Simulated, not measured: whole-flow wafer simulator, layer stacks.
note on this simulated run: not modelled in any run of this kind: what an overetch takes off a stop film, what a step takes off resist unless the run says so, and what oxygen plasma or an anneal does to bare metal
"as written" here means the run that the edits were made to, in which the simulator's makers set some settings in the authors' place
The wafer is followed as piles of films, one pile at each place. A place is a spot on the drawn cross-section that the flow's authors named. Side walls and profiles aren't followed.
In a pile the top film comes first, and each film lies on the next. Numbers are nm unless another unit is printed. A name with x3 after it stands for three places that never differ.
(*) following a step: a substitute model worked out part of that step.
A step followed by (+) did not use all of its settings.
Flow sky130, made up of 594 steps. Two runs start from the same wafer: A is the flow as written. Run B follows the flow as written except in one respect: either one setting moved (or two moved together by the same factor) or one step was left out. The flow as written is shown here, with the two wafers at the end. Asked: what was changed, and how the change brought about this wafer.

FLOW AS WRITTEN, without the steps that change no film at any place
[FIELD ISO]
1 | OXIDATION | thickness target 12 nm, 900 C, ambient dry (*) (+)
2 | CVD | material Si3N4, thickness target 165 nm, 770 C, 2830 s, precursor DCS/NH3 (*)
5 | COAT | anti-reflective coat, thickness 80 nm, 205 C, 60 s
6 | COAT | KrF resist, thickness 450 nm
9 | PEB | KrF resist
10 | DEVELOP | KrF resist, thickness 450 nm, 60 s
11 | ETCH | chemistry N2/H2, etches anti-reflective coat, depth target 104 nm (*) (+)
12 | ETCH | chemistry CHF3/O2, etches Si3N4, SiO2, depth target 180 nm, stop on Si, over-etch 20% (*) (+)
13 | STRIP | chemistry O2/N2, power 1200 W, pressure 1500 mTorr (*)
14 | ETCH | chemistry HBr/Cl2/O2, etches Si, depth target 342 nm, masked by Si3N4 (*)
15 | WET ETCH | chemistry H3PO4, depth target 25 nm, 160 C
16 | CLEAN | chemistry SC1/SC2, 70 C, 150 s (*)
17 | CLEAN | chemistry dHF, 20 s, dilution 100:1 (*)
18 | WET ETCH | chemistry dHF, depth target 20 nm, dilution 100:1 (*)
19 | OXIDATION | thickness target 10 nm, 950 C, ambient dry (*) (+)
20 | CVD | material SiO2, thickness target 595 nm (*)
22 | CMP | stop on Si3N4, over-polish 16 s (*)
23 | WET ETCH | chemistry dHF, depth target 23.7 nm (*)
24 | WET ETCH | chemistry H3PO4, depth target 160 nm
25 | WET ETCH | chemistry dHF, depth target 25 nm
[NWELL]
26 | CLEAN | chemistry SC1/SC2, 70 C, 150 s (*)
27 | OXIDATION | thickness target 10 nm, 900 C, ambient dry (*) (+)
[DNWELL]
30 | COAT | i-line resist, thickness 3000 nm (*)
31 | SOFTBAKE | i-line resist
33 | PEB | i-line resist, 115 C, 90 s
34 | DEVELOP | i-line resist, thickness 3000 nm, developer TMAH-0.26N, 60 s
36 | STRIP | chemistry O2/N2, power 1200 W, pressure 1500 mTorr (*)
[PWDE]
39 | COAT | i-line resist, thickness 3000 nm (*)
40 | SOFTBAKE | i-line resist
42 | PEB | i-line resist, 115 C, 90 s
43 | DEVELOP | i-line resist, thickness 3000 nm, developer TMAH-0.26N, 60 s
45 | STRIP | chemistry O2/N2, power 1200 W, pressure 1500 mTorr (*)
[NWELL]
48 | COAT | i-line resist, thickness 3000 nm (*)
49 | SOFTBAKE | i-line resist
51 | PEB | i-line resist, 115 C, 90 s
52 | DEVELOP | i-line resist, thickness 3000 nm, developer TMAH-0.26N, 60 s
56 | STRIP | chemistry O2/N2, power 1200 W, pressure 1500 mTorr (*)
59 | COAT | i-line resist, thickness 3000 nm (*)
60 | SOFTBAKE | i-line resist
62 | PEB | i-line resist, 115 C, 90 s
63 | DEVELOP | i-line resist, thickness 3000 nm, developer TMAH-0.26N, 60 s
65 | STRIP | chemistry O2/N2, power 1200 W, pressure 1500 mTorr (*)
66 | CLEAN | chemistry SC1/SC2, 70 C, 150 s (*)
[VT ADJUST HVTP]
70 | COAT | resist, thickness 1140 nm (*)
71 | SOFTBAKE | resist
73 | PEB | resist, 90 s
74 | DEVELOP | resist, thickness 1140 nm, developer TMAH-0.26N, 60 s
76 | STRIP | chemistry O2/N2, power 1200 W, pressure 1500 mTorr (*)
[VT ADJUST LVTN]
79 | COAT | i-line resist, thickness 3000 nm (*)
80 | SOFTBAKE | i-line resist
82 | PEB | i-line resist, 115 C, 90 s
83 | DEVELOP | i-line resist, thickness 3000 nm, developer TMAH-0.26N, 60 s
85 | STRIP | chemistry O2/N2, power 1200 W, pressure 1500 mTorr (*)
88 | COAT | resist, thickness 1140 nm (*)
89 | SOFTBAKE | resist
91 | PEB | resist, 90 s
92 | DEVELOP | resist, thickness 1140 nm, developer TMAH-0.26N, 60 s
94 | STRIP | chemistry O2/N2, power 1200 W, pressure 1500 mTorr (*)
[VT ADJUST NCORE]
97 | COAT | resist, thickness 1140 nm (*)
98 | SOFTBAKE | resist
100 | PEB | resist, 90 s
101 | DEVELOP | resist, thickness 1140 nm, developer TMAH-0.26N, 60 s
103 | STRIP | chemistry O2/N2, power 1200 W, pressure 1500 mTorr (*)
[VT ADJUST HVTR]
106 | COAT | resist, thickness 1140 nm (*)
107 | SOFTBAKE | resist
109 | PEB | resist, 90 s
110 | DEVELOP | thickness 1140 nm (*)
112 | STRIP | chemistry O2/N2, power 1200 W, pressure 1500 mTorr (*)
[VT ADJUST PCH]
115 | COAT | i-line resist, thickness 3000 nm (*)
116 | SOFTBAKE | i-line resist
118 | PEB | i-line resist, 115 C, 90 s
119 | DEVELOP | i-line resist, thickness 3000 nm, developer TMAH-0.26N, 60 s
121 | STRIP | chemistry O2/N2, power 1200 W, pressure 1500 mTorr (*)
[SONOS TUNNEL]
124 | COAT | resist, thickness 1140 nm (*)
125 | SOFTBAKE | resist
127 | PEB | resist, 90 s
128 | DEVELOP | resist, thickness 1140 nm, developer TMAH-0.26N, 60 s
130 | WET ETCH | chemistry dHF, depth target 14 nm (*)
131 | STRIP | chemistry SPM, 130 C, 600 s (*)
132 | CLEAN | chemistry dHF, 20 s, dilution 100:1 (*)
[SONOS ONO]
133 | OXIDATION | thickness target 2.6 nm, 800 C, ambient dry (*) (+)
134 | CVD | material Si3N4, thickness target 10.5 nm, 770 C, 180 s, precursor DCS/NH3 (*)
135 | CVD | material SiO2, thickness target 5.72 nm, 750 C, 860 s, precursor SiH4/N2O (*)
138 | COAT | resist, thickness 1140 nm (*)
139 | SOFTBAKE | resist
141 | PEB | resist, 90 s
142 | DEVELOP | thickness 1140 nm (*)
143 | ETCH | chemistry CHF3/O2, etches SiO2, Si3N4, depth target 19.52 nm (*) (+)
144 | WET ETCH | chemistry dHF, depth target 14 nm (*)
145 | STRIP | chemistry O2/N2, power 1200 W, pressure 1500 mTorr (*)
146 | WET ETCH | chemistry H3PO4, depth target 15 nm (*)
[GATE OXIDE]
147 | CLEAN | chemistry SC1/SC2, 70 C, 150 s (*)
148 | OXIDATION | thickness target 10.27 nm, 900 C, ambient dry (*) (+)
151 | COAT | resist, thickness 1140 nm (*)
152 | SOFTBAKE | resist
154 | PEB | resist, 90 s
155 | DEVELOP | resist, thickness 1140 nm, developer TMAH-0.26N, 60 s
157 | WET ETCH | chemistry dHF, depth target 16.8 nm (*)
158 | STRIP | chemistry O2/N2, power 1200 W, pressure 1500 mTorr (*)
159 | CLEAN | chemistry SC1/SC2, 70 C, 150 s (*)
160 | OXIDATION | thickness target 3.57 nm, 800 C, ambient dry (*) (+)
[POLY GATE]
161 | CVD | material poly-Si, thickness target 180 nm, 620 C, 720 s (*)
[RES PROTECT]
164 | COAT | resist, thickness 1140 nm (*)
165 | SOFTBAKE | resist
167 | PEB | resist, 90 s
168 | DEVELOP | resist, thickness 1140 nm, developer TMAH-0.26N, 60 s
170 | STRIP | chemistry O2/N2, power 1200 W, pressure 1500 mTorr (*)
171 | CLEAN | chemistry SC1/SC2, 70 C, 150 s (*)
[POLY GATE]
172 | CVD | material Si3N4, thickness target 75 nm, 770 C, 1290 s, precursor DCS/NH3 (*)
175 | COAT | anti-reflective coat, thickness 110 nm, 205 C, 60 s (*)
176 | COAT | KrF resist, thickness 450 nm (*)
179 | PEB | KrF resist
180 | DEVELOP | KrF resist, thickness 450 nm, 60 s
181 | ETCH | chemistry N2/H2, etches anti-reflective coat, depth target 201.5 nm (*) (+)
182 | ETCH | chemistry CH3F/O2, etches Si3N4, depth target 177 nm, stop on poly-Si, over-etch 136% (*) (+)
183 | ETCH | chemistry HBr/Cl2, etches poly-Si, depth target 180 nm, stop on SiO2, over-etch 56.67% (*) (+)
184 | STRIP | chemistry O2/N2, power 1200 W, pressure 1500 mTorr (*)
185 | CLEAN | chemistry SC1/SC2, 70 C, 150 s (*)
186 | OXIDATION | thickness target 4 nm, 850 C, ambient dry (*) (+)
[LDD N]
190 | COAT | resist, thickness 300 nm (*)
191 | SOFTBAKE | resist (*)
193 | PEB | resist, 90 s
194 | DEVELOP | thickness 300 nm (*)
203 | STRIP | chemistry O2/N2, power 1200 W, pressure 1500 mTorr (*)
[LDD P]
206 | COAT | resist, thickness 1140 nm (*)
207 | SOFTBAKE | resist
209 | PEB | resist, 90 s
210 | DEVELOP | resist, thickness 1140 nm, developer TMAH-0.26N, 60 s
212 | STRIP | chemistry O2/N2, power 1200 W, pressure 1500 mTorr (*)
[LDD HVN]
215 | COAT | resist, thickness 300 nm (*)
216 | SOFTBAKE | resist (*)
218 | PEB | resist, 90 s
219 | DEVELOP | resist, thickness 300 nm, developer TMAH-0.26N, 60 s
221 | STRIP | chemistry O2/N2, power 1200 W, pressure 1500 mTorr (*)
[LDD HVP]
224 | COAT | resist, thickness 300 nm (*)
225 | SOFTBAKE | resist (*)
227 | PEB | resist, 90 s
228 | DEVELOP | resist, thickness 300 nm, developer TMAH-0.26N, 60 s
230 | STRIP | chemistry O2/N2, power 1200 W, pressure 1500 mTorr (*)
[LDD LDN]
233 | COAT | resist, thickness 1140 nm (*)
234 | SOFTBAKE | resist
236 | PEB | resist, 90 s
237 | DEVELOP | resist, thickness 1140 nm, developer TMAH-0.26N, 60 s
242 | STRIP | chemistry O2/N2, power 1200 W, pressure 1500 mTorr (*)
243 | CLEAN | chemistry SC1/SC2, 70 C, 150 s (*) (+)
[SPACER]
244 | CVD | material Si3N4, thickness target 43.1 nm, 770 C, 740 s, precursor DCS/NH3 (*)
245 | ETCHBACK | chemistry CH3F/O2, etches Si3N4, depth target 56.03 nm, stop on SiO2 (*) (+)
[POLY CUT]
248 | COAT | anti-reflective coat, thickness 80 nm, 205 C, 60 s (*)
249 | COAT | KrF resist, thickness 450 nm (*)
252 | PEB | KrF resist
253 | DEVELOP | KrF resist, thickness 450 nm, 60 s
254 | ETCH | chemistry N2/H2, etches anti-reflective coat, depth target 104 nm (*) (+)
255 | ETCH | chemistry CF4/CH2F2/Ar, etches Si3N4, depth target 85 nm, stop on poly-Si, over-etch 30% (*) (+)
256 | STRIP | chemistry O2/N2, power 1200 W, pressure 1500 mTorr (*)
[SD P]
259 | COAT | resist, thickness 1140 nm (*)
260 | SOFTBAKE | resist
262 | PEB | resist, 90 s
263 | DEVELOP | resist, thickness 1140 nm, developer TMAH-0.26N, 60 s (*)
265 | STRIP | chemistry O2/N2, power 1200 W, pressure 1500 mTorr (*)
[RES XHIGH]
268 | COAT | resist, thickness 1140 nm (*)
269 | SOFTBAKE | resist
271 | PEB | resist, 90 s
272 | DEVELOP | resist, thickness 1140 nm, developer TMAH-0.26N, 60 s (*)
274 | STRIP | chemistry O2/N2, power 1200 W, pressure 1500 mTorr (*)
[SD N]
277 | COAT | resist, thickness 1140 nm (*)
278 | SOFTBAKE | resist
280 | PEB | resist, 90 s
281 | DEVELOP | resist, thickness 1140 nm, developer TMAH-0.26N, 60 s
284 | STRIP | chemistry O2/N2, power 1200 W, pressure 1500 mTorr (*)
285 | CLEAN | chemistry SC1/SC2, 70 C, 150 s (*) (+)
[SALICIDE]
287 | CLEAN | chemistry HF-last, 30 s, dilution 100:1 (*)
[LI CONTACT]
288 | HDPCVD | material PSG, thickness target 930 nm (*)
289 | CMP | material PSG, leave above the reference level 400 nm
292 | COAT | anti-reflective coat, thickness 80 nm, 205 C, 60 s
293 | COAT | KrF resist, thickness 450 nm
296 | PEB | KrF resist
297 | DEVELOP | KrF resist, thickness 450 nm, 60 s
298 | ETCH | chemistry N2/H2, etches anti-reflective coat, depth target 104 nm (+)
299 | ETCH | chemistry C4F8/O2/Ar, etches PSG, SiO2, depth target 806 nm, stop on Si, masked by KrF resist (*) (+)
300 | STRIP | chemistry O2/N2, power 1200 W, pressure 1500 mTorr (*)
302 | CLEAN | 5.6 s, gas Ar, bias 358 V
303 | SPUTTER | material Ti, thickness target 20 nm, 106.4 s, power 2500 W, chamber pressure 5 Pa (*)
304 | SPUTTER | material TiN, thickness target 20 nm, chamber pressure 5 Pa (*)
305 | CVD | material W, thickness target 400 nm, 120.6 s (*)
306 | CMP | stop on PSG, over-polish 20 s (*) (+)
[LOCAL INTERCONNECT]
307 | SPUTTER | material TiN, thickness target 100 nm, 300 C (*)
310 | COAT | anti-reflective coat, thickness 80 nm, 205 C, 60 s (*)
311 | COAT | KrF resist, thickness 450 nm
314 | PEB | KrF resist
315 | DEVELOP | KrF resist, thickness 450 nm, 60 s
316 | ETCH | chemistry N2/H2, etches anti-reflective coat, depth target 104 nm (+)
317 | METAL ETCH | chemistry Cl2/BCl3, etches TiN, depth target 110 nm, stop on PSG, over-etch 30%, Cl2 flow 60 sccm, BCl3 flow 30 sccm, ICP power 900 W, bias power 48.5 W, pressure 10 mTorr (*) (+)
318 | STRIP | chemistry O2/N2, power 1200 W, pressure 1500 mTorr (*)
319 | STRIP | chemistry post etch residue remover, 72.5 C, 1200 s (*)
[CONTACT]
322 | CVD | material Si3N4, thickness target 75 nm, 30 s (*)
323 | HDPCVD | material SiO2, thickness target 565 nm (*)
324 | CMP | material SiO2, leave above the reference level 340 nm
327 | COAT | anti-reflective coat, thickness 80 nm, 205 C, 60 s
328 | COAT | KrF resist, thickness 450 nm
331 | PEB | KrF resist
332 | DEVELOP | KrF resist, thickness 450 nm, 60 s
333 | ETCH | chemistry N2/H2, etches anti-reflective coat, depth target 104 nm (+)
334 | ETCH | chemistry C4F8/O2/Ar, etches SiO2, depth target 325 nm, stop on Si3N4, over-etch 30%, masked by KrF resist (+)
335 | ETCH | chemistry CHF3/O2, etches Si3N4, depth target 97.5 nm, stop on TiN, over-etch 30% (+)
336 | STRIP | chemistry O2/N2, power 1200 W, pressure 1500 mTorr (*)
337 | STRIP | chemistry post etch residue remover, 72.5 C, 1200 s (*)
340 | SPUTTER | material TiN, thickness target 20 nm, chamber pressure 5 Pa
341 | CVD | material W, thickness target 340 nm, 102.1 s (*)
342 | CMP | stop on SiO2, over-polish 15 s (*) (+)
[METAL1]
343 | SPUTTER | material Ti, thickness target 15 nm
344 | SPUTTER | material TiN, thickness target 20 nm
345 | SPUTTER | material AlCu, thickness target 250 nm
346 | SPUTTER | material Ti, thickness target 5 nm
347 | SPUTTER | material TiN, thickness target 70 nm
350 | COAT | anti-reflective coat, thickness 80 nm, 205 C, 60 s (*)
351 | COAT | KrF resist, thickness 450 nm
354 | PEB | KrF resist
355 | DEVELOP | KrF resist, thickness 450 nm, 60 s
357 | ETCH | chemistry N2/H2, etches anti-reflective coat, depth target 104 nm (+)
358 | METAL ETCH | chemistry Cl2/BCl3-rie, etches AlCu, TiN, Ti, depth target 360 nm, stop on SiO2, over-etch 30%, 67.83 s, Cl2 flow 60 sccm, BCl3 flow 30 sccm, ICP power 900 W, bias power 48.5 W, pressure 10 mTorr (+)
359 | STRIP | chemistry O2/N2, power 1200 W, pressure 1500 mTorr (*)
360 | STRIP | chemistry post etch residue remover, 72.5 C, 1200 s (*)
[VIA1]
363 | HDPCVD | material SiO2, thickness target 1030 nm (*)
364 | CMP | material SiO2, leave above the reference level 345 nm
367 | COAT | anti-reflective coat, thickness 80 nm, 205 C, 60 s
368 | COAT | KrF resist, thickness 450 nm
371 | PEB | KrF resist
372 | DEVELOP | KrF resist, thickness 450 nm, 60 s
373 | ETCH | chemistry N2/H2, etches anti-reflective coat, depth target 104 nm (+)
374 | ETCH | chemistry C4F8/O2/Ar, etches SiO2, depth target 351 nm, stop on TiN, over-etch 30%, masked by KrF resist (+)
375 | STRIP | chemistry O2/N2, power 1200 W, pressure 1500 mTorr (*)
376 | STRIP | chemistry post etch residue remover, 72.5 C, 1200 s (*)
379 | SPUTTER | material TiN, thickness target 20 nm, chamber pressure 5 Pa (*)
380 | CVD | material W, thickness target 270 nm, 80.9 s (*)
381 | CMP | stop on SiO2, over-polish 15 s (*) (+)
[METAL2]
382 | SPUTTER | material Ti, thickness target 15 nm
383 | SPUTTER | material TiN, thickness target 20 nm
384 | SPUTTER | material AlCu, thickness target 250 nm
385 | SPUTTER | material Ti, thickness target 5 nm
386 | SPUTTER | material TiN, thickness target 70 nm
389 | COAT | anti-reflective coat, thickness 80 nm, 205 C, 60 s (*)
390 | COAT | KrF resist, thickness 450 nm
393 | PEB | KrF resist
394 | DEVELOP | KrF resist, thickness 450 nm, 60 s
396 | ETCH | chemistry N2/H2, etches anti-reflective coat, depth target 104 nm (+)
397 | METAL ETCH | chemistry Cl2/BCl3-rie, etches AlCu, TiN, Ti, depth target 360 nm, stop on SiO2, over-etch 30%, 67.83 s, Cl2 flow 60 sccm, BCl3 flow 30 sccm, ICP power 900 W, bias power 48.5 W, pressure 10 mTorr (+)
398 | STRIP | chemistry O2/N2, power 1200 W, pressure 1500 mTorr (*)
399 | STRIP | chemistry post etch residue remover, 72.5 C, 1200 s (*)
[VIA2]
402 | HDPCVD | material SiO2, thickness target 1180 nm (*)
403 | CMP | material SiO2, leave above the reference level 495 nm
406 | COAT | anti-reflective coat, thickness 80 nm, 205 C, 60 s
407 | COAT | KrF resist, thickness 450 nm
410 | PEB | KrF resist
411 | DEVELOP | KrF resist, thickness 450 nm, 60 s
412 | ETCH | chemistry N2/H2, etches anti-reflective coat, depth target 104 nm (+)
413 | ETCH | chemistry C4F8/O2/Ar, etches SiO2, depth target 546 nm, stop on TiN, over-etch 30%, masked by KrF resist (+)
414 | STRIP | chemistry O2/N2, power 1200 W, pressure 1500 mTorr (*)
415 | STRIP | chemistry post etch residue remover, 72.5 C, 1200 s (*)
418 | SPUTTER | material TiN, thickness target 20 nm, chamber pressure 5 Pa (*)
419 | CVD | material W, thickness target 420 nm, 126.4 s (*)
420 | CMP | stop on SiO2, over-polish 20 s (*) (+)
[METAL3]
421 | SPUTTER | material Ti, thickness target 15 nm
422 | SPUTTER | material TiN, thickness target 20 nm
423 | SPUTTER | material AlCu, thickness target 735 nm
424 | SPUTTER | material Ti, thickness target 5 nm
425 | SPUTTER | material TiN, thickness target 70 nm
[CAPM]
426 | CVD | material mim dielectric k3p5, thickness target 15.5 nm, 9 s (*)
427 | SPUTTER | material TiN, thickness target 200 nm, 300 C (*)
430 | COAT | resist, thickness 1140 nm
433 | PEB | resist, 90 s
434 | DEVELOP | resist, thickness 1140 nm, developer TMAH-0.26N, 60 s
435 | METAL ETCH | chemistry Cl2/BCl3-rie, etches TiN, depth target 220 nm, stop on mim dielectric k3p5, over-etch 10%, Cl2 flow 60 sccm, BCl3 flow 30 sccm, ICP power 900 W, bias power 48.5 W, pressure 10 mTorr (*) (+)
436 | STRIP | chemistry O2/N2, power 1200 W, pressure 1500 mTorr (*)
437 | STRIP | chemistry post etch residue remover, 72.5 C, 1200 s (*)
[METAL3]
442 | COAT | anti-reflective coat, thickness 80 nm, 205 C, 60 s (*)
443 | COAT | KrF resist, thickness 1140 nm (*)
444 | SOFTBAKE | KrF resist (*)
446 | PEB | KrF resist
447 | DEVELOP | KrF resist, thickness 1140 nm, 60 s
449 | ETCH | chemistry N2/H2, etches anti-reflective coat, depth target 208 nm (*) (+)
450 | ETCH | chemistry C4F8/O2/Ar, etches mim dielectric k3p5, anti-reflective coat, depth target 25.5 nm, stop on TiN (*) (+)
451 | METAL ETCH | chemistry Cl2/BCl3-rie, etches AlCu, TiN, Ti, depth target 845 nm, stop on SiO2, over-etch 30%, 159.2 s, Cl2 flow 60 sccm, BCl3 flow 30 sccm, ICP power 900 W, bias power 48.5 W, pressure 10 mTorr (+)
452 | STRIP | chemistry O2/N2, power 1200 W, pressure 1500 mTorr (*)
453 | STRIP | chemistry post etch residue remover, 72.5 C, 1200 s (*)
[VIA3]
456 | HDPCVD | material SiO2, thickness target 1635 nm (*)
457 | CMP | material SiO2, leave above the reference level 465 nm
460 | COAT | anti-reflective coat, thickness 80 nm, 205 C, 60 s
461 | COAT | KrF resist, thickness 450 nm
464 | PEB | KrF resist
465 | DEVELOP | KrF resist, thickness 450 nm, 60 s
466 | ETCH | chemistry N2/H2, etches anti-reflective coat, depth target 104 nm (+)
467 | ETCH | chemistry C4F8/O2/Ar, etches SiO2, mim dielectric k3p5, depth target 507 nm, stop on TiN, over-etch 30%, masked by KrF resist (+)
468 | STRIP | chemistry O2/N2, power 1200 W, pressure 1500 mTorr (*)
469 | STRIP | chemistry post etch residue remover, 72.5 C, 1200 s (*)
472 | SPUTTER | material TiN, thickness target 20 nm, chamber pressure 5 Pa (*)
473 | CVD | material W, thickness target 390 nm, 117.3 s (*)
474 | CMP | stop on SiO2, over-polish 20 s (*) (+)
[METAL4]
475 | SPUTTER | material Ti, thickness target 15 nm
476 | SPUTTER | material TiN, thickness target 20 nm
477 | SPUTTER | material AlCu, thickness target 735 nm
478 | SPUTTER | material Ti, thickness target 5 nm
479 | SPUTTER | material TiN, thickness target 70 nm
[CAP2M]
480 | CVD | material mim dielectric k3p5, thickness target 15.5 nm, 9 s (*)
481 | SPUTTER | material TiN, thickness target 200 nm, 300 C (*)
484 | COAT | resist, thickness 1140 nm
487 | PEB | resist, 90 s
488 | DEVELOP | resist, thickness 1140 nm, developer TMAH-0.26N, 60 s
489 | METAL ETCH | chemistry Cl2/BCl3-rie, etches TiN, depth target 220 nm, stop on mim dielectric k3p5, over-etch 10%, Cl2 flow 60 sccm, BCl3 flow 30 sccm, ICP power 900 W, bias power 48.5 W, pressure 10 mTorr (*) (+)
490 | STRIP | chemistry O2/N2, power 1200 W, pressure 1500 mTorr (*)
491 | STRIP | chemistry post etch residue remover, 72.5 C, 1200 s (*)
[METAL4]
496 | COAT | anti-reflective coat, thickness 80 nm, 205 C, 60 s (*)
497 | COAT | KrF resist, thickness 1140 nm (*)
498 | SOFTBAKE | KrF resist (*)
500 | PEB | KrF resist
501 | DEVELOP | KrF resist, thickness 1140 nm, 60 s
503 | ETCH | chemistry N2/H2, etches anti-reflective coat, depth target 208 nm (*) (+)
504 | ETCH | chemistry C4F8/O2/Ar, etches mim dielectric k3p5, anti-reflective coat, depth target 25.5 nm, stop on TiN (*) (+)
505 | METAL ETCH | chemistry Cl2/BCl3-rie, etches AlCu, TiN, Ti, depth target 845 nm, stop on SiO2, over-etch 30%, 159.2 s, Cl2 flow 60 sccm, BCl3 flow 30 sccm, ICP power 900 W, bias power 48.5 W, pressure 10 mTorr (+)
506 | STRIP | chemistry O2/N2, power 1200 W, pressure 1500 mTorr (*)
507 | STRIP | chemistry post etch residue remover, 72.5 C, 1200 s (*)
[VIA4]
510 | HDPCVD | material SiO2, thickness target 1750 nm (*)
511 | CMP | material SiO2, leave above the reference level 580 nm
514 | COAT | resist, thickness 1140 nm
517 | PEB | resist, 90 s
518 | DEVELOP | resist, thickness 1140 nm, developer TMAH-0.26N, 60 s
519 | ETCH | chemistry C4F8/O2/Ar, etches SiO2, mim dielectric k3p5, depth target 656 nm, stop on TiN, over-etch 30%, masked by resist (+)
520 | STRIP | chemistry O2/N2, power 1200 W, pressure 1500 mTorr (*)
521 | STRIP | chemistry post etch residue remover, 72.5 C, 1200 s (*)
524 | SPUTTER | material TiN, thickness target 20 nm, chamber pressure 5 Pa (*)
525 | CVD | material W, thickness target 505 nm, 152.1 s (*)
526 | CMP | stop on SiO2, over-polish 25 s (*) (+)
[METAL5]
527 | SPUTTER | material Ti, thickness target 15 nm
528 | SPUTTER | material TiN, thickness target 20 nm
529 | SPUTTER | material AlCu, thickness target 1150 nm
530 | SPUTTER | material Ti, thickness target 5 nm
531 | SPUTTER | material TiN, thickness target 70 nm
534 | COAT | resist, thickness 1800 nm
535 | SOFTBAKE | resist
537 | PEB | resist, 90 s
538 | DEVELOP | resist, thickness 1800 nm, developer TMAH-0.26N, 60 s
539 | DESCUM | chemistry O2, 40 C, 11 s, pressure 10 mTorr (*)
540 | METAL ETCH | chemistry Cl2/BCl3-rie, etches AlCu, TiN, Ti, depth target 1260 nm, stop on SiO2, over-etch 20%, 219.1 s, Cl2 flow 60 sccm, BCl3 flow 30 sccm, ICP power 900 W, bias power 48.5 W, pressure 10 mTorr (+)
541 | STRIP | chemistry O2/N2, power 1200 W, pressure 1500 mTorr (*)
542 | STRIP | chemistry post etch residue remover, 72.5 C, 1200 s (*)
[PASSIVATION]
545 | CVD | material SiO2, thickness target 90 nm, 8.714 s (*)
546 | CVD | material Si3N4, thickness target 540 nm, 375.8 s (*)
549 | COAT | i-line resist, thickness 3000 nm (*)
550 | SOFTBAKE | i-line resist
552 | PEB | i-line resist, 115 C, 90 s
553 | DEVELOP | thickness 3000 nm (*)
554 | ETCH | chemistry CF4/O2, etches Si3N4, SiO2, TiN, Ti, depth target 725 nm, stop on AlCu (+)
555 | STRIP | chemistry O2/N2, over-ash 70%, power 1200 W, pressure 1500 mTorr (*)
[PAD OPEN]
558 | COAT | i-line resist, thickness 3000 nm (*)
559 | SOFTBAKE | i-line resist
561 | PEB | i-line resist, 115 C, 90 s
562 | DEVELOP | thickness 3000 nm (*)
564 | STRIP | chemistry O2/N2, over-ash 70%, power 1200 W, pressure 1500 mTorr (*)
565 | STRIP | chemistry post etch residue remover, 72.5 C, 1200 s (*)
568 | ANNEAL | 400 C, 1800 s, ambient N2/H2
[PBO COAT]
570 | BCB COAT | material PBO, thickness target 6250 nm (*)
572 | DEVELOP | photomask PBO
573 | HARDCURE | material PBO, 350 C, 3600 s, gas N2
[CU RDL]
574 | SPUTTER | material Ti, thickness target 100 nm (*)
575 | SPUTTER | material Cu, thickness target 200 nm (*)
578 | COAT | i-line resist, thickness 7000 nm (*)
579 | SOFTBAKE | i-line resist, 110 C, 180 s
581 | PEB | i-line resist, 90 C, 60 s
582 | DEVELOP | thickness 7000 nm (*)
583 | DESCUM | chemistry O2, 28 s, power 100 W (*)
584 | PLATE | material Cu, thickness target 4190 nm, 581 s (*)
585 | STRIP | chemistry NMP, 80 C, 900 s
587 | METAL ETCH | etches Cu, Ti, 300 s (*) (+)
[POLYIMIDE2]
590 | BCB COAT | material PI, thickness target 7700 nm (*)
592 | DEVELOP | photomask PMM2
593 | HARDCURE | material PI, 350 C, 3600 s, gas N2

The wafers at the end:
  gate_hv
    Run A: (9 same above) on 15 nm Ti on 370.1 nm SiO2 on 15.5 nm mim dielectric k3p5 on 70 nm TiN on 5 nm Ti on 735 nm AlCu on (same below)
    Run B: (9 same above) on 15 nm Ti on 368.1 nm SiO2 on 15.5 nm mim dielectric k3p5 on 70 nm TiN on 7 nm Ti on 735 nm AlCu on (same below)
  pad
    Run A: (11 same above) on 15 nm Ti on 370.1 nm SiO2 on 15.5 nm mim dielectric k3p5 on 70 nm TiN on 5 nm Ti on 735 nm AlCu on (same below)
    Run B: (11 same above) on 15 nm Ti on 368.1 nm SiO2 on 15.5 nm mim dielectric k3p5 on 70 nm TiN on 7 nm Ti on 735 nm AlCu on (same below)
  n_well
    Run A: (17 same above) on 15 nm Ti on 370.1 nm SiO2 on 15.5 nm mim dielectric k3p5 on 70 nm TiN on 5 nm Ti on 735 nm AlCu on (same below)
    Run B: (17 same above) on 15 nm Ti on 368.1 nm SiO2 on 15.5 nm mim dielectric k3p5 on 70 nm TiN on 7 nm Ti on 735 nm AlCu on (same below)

What caused this: step 424, SPUTTER: thickness target 7 nm was run, whereas the flow has thickness target 5 nm.
One can read it off the wafer: gate_hv has Ti 7, and step 424 as written asks for 5 nm.

How this came from the change, step by step:
  424 | SPUTTER | material Ti, thickness target 5 nm
      field, active, n_well and 188 more: A +5 Ti (new film) | B +7 Ti (new film)
  451 | METAL ETCH | chemistry Cl2/BCl3-rie, etches AlCu, TiN, Ti, depth target 845 nm, stop on SiO2, over-etch 30%, 159.2 s, Cl2 flow 60 sccm, BCl3 flow 30 sccm, ICP power 900 W, bias power 48.5 W, pressure 10 mTorr (+)
      field, active, gate and 62 more: A -70 TiN (all of it), -5 Ti (all of it), -735 AlCu (all of it), -20 TiN (all of it), -15 Ti (all of it), -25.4 SiO2 | B -70 TiN (all of it), -7 Ti (all of it), -735 AlCu (all of it), -20 TiN (all of it), -15 Ti (all of it), -25.1 SiO2
      vpp_ln, vpp_iso2, ndiff_ln, ndiff_cd, via1_hole, via1_enc, via_li1, m2_ln_cd: A -70 TiN (all of it), -5 Ti (all of it), -735 AlCu (all of it), -20 TiN (all of it), -15 Ti (all of it), -25.3 SiO2 | B -70 TiN (all of it), -7 Ti (all of it), -735 AlCu (all of it), -20 TiN (all of it), -15 Ti (all of it), -25.1 SiO2
      (also at 12 further places)
